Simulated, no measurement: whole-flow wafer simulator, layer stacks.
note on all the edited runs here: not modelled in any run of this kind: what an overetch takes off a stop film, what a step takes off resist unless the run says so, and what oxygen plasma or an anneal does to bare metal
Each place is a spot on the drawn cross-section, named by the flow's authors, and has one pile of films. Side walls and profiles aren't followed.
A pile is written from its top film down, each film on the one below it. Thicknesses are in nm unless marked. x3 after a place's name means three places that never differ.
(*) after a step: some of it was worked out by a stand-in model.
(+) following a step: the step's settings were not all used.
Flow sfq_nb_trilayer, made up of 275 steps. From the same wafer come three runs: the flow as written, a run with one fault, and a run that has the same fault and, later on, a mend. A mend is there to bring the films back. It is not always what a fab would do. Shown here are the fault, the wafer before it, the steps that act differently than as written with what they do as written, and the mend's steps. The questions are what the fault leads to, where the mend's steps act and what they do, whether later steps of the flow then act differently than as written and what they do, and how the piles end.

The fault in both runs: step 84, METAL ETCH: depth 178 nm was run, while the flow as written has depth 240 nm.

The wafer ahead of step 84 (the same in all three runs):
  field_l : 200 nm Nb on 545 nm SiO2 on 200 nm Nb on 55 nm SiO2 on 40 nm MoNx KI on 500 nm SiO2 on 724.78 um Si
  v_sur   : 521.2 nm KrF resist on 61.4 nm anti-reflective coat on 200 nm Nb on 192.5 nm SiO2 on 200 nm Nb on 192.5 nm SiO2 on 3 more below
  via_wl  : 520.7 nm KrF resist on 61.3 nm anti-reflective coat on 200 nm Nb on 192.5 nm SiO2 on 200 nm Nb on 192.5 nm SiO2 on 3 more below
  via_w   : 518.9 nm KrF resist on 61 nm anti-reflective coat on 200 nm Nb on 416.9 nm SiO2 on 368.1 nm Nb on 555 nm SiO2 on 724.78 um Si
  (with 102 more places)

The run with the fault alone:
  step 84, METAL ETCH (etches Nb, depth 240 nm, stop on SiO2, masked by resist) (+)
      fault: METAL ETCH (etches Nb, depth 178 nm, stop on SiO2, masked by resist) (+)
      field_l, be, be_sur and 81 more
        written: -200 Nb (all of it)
        fault: -178 Nb
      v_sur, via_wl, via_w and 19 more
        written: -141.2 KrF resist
        fault: -104.7 KrF resist
  Later steps of the flow acting differently than as written:
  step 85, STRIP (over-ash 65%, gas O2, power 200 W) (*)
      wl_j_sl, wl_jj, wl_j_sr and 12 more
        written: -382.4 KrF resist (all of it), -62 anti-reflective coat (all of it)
        fault: -418.9 KrF resist (all of it), -62 anti-reflective coat (all of it)
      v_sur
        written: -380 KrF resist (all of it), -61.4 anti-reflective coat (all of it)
        fault: -416.5 KrF resist (all of it), -61.4 anti-reflective coat (all of it)
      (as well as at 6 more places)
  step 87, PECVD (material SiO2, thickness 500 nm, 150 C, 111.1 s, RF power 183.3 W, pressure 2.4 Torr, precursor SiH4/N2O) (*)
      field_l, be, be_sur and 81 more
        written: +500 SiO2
        fault: +500 SiO2 (new film)
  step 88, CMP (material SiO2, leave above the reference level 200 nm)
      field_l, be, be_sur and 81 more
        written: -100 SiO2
        fault: -122 SiO2
  By the end, the piles at field_l, be, be_sur and 81 more depart from the flow's by more than 2% or 0.5 nm, whichever is larger.
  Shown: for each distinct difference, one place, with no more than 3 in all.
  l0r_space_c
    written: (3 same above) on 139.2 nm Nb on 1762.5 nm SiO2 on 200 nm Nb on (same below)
    fault: (3 same above) on 139.2 nm Nb on 1155.5 nm SiO2 on 22 nm Nb on 585 nm SiO2 on 200 nm Nb on (same below)
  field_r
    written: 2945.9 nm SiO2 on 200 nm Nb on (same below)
    fault: 2338.9 nm SiO2 on 22 nm Nb on 585 nm SiO2 on 200 nm Nb on (same below)
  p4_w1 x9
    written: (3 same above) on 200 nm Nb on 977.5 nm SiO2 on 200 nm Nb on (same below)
    fault: (3 same above) on 200 nm Nb on 370.5 nm SiO2 on 22 nm Nb on 585 nm SiO2 on 200 nm Nb on (same below)

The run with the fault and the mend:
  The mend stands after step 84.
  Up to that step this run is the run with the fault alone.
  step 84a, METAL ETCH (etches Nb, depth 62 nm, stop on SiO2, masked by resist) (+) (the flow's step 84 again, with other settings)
      field_l, be, be_sur and 81 more
        -22 Nb (all of it)
      v_sur, via_wl, via_w and 19 more
        -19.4 KrF resist
  Later steps of the flow acting differently than as written:
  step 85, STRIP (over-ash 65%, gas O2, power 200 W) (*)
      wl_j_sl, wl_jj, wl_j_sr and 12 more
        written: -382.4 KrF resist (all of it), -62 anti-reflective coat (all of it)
        mend: -399.4 KrF resist (all of it), -62 anti-reflective coat (all of it)
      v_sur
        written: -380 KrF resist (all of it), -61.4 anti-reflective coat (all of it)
        mend: -397.1 KrF resist (all of it), -61.4 anti-reflective coat (all of it)
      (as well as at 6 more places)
  By the end, the piles equal the flow's at every place that both follow.
